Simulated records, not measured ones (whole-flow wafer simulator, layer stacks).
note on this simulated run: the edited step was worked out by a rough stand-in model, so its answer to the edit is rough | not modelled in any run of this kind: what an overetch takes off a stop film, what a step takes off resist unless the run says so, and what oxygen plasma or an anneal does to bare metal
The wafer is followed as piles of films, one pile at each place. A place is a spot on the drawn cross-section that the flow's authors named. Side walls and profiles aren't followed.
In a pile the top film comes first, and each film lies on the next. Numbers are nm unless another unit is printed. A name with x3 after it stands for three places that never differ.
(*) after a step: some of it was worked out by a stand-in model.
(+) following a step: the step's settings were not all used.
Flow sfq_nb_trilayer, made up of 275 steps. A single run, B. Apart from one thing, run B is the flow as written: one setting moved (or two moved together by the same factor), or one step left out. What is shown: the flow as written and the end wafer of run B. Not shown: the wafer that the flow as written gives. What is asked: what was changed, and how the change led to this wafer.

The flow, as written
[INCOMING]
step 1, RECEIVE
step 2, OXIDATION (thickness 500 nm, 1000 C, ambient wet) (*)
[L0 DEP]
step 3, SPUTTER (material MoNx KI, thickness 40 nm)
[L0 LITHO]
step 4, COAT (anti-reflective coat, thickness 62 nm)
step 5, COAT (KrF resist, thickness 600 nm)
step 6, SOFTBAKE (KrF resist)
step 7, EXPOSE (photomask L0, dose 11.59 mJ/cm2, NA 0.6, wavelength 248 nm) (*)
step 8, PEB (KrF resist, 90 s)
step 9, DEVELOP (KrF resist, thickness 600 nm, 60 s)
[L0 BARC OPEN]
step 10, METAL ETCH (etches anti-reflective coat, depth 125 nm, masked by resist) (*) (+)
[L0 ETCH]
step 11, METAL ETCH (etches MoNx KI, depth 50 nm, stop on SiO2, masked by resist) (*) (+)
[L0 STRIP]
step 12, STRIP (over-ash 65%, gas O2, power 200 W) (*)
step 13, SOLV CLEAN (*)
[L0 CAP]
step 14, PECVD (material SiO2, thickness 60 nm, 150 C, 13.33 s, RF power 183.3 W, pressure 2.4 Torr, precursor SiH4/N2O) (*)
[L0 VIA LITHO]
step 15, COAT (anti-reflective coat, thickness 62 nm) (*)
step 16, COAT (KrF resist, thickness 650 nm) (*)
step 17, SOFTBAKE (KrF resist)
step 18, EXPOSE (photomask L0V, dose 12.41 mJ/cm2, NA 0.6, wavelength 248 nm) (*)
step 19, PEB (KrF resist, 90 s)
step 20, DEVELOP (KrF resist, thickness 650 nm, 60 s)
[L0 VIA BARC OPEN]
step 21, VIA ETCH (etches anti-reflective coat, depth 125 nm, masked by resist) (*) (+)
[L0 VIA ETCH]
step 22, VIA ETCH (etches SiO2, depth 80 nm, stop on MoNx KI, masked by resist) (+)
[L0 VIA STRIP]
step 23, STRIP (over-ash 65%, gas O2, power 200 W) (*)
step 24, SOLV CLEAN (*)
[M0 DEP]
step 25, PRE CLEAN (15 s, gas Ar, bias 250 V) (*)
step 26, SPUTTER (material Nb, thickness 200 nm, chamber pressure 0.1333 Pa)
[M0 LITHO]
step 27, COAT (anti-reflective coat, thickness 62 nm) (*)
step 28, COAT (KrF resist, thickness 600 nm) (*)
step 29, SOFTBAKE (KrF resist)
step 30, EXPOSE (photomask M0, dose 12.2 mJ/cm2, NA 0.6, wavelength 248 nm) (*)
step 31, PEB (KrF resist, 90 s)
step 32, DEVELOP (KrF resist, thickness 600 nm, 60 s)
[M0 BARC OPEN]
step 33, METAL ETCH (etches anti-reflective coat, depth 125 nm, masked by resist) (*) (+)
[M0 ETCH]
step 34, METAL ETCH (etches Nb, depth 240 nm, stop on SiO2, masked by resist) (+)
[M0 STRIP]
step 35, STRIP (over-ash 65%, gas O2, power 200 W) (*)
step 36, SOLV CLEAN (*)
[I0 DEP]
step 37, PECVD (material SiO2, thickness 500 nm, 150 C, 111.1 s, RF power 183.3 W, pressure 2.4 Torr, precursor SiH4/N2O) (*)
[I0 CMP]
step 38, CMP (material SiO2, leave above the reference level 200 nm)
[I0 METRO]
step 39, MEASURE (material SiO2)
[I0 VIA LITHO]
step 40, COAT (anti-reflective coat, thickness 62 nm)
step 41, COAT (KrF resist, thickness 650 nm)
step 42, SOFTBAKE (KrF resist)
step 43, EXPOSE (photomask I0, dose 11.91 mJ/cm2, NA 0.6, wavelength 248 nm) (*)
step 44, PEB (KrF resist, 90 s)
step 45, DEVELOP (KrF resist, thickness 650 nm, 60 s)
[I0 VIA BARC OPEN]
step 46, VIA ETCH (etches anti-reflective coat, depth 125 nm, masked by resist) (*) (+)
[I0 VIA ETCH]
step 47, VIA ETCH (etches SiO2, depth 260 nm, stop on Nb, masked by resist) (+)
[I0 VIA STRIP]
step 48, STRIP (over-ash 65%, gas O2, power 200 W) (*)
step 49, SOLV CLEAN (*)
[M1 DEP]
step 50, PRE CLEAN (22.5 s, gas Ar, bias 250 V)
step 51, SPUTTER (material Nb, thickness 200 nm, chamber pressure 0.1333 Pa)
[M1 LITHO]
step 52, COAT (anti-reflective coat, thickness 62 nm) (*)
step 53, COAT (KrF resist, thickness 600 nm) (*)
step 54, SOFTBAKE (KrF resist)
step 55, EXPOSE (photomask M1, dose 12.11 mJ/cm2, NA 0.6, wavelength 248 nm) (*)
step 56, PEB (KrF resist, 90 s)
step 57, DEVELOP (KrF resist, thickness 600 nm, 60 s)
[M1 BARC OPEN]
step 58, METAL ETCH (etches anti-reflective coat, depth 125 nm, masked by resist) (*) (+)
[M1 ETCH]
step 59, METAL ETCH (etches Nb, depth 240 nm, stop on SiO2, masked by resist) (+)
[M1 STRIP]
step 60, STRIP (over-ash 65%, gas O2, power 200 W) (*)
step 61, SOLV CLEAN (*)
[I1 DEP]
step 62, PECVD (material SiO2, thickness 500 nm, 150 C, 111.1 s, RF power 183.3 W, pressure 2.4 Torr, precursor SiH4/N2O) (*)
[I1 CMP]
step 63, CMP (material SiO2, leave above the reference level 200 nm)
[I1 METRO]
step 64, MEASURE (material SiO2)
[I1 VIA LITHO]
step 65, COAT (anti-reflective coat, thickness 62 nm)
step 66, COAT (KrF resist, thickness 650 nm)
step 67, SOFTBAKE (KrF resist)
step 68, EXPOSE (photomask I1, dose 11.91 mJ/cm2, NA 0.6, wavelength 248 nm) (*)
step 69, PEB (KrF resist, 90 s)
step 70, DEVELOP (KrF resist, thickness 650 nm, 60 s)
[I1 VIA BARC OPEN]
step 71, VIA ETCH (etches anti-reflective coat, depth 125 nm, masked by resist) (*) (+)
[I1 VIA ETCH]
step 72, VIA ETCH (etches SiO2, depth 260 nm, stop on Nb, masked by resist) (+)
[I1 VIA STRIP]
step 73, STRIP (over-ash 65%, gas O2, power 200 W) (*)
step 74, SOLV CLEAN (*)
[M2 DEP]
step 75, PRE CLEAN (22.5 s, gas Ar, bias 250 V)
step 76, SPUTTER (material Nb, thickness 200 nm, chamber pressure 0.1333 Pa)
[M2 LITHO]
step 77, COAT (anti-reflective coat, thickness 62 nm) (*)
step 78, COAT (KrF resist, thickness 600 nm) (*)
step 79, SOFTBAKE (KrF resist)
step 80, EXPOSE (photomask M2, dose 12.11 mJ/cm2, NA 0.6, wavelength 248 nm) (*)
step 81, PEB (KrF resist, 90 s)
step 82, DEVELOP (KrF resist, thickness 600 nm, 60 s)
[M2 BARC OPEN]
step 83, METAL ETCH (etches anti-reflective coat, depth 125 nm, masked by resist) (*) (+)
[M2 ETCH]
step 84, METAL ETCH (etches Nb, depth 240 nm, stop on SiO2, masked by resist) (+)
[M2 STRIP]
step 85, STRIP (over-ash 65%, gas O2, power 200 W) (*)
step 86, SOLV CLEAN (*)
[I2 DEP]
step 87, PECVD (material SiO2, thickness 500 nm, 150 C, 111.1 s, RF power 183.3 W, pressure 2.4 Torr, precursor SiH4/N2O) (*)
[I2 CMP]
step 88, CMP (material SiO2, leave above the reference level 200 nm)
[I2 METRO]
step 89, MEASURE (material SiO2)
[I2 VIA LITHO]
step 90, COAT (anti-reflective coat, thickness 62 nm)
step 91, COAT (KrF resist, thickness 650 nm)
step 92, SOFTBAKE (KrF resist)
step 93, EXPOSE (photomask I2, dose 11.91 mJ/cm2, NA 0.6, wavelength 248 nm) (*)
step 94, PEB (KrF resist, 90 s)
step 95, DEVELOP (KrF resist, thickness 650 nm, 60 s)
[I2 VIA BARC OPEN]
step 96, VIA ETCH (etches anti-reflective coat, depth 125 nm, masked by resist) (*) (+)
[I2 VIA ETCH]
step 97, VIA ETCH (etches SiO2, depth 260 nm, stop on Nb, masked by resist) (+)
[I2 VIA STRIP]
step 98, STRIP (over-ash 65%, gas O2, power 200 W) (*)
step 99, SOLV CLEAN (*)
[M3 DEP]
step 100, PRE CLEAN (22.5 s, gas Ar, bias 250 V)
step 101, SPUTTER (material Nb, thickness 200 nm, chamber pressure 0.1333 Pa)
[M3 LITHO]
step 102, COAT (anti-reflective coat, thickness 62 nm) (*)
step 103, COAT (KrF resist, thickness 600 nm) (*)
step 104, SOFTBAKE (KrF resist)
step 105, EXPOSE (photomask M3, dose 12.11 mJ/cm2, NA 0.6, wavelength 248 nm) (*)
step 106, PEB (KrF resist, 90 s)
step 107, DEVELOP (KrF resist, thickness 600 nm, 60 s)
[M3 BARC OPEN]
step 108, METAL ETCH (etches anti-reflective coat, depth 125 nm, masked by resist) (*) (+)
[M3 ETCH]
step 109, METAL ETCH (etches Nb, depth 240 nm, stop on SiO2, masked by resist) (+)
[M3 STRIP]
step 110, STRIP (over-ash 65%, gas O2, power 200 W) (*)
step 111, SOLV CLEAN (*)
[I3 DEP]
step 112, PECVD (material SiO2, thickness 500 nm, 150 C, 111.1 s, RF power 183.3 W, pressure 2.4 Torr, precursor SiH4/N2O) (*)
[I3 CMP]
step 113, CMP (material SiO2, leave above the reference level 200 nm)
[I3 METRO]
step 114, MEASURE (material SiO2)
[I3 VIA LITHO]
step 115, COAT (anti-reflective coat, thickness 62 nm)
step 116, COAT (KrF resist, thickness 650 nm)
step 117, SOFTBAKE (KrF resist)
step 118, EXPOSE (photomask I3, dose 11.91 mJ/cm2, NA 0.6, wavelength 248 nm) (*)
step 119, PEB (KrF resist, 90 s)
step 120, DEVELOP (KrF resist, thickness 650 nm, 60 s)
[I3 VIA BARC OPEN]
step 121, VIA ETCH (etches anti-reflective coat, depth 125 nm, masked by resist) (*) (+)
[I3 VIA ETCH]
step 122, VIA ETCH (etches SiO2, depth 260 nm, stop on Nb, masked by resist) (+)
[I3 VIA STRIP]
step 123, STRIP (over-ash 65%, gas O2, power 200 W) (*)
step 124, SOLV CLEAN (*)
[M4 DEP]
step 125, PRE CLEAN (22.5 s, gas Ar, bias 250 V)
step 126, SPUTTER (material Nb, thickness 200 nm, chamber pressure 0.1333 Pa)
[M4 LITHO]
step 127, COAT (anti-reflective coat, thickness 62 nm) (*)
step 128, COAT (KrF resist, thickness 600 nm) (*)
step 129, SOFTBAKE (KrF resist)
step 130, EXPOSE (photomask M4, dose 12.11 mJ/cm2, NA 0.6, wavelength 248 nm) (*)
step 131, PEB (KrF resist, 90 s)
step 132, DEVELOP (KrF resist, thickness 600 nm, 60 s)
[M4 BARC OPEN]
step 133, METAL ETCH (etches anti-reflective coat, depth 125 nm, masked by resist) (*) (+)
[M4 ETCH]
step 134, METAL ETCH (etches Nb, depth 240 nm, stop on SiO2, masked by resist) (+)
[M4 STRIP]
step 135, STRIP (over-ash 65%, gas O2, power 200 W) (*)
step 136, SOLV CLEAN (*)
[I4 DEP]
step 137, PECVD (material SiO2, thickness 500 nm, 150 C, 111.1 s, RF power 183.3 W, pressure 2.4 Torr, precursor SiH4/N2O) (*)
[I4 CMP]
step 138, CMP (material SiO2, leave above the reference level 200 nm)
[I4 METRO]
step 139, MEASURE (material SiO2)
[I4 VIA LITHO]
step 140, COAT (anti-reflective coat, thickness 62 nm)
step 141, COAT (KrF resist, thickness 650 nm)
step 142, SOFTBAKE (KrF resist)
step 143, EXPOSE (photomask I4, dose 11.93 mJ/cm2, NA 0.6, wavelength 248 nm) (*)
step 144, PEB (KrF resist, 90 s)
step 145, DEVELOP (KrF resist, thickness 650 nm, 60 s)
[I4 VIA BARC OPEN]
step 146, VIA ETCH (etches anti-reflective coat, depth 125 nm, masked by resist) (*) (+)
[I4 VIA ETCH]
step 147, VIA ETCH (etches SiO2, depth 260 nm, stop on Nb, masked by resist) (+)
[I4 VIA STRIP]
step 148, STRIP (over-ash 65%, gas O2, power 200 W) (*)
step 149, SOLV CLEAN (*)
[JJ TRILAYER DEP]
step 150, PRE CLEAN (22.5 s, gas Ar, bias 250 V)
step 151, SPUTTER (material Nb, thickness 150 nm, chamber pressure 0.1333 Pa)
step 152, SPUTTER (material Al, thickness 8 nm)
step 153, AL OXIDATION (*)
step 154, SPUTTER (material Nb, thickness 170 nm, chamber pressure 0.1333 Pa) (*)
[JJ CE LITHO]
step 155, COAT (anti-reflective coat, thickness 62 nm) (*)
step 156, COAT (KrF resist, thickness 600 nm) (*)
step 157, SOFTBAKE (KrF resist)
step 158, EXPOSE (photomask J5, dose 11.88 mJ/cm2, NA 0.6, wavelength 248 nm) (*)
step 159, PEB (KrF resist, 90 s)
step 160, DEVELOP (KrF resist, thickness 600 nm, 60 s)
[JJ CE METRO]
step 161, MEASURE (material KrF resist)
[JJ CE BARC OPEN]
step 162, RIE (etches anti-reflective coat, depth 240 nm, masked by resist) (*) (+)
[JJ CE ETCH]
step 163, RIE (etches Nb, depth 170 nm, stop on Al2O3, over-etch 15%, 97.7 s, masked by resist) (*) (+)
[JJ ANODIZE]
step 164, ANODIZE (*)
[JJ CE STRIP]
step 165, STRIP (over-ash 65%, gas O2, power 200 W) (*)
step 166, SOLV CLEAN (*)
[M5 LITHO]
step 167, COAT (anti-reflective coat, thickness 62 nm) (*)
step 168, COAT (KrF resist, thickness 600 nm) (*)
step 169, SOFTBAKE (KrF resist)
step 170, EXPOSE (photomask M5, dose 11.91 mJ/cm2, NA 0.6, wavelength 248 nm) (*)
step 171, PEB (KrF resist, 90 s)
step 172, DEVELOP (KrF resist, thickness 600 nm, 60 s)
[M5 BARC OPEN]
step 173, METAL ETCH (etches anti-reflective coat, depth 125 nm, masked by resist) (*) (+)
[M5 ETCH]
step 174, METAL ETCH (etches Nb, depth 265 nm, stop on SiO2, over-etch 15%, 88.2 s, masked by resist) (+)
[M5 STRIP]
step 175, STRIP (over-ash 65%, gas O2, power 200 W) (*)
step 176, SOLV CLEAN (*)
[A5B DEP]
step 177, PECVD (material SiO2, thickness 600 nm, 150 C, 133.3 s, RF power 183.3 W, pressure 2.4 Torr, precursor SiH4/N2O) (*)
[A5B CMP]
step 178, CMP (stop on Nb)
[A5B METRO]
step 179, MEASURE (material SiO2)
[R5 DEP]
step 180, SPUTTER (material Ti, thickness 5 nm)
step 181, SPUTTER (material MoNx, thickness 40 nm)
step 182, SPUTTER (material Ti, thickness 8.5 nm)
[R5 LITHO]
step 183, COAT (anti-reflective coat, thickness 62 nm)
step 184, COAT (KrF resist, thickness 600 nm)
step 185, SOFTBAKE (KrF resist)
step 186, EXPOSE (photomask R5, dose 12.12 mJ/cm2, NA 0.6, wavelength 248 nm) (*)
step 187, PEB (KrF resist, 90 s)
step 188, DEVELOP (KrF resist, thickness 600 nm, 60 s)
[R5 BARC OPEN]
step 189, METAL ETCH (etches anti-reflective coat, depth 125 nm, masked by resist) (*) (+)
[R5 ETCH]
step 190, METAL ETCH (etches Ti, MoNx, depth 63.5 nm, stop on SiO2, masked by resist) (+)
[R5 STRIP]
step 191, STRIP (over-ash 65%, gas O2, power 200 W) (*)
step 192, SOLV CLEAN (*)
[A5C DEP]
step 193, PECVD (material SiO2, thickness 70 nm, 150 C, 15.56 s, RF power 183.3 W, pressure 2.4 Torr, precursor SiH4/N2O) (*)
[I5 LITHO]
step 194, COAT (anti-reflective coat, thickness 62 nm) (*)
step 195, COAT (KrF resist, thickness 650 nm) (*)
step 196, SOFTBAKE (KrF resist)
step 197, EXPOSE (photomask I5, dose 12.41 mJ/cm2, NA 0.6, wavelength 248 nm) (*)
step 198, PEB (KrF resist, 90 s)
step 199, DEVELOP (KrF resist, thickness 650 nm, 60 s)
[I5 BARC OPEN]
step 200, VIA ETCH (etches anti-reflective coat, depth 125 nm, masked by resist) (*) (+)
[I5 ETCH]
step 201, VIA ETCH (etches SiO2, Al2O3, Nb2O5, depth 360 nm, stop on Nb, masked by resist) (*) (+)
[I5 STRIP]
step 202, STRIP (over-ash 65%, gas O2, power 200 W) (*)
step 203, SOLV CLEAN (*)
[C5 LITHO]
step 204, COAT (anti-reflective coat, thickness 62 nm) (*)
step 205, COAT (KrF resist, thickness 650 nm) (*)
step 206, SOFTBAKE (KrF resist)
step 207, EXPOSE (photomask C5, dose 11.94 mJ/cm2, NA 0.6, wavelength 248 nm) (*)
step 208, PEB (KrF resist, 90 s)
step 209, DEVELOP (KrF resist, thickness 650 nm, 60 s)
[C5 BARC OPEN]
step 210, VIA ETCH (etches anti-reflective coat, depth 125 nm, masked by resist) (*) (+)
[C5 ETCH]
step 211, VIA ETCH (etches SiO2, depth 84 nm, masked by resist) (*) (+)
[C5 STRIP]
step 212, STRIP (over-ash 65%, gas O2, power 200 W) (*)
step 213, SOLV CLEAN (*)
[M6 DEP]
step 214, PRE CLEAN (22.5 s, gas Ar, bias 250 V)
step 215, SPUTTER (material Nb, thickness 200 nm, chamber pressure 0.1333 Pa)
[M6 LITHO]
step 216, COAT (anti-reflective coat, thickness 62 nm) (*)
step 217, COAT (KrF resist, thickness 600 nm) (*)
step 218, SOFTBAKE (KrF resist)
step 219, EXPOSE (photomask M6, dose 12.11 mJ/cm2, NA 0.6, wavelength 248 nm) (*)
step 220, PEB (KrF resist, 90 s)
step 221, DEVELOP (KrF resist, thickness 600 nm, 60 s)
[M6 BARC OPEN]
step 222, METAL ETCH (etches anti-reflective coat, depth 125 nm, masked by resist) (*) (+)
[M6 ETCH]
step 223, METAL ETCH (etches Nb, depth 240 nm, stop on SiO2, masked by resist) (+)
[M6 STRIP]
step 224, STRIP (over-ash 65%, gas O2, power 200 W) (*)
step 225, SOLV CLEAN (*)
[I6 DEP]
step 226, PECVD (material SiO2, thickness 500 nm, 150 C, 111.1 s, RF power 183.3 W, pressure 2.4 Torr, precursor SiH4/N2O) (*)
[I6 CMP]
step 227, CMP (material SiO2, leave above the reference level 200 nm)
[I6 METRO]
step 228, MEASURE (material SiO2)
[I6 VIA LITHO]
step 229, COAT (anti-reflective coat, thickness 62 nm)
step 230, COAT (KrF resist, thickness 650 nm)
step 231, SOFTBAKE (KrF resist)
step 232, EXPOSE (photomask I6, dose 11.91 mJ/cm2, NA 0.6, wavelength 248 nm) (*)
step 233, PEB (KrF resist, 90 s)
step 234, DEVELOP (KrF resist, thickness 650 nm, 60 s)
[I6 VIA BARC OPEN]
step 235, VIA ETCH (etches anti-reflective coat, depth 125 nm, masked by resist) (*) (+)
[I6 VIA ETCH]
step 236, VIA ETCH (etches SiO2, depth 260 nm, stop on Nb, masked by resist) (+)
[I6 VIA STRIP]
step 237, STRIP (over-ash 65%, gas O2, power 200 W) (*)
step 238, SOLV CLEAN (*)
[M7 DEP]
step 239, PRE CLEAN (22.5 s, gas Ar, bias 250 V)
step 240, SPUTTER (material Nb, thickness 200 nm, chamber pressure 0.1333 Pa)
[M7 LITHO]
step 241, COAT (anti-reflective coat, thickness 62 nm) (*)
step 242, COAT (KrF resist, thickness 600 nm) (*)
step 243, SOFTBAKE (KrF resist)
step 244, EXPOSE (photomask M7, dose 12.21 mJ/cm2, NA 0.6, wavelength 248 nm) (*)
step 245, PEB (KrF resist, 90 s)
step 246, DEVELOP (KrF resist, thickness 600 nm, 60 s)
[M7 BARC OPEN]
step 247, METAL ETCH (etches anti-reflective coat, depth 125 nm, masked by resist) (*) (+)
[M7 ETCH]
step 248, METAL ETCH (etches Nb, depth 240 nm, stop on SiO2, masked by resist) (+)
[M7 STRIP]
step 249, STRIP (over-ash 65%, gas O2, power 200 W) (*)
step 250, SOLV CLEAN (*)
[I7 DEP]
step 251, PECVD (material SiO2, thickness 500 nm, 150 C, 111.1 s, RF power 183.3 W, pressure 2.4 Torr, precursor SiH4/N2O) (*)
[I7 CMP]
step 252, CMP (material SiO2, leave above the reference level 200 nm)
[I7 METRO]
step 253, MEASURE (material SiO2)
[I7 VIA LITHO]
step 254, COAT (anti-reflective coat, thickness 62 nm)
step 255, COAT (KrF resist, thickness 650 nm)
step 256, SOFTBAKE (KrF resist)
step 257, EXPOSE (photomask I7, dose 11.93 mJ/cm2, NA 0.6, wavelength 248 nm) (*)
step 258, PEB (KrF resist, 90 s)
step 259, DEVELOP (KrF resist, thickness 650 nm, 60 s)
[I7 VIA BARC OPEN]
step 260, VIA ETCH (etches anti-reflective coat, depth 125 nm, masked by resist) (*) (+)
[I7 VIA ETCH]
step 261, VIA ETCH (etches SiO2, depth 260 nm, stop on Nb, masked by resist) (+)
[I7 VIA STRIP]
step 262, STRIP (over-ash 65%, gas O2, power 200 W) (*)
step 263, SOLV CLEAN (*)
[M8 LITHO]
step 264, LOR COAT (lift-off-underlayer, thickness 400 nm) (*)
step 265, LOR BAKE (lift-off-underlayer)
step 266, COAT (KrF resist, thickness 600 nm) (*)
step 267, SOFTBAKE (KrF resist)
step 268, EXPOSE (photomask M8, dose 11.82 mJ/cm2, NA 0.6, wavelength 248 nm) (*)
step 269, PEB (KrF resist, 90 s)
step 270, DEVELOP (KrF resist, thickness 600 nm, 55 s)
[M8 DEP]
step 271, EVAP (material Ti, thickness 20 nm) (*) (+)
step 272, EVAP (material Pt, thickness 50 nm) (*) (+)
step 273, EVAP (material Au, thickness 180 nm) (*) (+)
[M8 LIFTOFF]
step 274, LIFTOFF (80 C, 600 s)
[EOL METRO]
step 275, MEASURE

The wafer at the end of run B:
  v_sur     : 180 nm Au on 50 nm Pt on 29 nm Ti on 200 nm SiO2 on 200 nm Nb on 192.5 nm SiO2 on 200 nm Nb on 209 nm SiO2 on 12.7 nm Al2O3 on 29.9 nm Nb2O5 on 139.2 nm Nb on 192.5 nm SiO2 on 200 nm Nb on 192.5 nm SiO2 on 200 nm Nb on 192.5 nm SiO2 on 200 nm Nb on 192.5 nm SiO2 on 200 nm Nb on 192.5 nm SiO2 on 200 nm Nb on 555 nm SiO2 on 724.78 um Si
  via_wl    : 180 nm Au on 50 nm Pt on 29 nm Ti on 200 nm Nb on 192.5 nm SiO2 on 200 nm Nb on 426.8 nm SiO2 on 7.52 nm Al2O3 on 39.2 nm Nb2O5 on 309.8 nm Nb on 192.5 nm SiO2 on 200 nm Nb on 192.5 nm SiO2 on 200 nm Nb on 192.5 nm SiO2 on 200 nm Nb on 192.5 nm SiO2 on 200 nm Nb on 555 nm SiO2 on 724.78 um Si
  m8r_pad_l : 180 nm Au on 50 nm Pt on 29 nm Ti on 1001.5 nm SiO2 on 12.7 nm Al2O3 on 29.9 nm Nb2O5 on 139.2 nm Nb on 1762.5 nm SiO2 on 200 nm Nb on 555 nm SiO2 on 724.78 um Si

Cause: step 271, EVAP: thickness 29 nm was run, though the flow has thickness 20 nm.
The wafer lets one read it off: v_sur has Ti 29, and step 271 as written asks for 20 nm.

The path from the change to this, step by step:
  step 271, EVAP (material Ti, thickness 20 nm) (*) (+)
      field_l, v_sur, via_wl and 103 more: +29 Ti (new film) (it would be, as written: +20 Ti (new film))
  step 274, LIFTOFF (80 C, 600 s)
      p4_fl, p4_fm, p4_w1 and 71 more: -180 Au (all of it), -50 Pt (all of it), -29 Ti (all of it), -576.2 KrF resist (all of it), -400 lift-off-underlayer (all of it) (it would be, as written: -180 Au (all of it), -50 Pt (all of it), -20 Ti (all of it), -576.2 KrF resist (all of it), -400 lift-off-underlayer (all of it))
      c5j, ce_r: -180 Au (all of it), -50 Pt (all of it), -29 Ti (all of it), -573.3 KrF resist (all of it), -399.3 lift-off-underlayer (all of it) (it would be, as written: -180 Au (all of it), -50 Pt (all of it), -20 Ti (all of it), -573.3 KrF resist (all of it), -399.3 lift-off-underlayer (all of it))
      (and at 19 other places as well)
